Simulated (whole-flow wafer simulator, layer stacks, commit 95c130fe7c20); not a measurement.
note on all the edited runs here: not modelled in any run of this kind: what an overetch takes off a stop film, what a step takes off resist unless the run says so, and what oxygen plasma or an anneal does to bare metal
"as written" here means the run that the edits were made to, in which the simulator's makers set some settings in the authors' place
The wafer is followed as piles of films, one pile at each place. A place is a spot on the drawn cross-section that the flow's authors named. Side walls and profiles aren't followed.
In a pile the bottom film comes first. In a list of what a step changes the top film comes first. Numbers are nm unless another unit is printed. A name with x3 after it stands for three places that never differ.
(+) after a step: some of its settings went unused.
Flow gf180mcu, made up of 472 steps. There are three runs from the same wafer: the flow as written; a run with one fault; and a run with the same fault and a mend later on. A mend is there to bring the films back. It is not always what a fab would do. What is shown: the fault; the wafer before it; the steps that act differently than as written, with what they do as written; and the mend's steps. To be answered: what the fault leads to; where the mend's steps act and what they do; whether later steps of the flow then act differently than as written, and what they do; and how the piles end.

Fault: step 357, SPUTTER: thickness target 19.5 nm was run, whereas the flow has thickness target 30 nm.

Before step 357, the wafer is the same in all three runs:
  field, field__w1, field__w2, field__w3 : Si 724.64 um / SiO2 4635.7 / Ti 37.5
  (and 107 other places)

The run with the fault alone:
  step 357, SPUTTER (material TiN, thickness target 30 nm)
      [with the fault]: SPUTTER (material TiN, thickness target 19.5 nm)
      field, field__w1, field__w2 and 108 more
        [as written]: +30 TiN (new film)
        [with the fault]: +19.5 TiN (new film)
  Steps further on in the flow that do not act as written:
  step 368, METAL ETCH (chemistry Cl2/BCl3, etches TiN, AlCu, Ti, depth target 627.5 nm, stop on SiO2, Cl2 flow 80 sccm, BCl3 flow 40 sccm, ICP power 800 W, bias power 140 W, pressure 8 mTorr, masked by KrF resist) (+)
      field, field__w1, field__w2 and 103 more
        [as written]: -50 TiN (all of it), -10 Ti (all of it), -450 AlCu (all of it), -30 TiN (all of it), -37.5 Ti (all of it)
        [with the fault]: -50 TiN (all of it), -10 Ti (all of it), -450 AlCu (all of it), -19.5 TiN (all of it), -37.5 Ti (all of it)
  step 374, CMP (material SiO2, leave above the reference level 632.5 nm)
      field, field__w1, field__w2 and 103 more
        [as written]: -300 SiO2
        [with the fault]: -310.5 SiO2
  At field__w8, contact, m1, m1__w1, m1_nw, the piles at the end differ from the flow's by more than 2% or 0.5 nm, whichever is larger.
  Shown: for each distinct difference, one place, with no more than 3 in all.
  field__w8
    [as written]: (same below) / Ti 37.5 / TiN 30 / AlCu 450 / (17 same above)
    [with the fault]: (same below) / Ti 37.5 / TiN 19.5 / AlCu 450 / (17 same above)
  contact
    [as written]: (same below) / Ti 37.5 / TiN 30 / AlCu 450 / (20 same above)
    [with the fault]: (same below) / Ti 37.5 / TiN 19.5 / AlCu 450 / (20 same above)

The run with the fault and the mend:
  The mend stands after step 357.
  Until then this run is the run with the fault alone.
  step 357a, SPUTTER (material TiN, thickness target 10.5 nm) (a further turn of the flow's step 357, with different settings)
      field, field__w1, field__w2 and 108 more
        +10.5 TiN
  Later steps of the flow that are run all act as written at every place that is followed.
  At every place that both follow, the piles at the end match the flow's.
